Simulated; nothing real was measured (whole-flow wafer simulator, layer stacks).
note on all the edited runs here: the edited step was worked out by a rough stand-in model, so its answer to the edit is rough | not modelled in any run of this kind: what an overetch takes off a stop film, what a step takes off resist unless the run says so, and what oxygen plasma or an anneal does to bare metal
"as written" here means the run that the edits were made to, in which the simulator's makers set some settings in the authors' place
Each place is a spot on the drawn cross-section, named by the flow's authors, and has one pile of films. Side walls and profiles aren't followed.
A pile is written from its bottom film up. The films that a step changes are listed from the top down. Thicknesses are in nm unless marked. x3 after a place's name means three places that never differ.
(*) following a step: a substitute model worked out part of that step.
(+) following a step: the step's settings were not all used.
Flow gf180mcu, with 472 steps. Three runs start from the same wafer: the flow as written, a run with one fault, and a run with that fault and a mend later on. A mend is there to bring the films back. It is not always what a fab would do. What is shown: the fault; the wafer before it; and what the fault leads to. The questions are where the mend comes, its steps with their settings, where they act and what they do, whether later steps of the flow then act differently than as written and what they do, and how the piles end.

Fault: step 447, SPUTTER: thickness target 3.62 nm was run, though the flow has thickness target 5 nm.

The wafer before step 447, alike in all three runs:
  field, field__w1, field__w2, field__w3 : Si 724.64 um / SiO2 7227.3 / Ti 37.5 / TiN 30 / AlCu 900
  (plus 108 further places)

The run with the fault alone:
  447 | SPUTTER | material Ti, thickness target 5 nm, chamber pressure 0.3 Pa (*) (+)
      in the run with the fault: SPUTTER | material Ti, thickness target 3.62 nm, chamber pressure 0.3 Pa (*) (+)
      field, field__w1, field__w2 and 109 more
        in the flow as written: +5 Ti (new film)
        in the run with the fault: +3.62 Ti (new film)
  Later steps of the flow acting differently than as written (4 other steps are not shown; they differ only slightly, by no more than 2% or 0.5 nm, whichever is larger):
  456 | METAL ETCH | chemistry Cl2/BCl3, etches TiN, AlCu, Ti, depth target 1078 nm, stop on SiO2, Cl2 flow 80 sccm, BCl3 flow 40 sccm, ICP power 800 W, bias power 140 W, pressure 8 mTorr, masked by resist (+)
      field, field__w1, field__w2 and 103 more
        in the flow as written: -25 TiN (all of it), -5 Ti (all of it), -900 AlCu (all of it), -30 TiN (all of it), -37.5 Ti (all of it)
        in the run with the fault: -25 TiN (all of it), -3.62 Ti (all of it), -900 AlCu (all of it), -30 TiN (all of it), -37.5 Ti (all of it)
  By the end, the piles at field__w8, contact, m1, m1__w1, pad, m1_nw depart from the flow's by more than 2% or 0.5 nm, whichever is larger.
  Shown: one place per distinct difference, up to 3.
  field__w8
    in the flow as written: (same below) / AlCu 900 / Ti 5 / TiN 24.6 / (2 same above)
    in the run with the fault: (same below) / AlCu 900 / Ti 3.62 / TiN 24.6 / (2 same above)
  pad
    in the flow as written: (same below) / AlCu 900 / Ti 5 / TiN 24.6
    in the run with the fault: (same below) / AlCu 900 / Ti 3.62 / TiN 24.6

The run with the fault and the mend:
  The mend follows step 447.
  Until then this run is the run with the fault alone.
  447a | SPUTTER | material Ti, thickness target 1.38 nm, chamber pressure 0.3 Pa (*) (+) (a further turn of the flow's step 447, with different settings)
      field, field__w1, field__w2 and 109 more
        +1.38 Ti
  Every later step of the flow that is run acts as written at every place that is followed.
  By the end, the piles equal the flow's at every place that both follow.
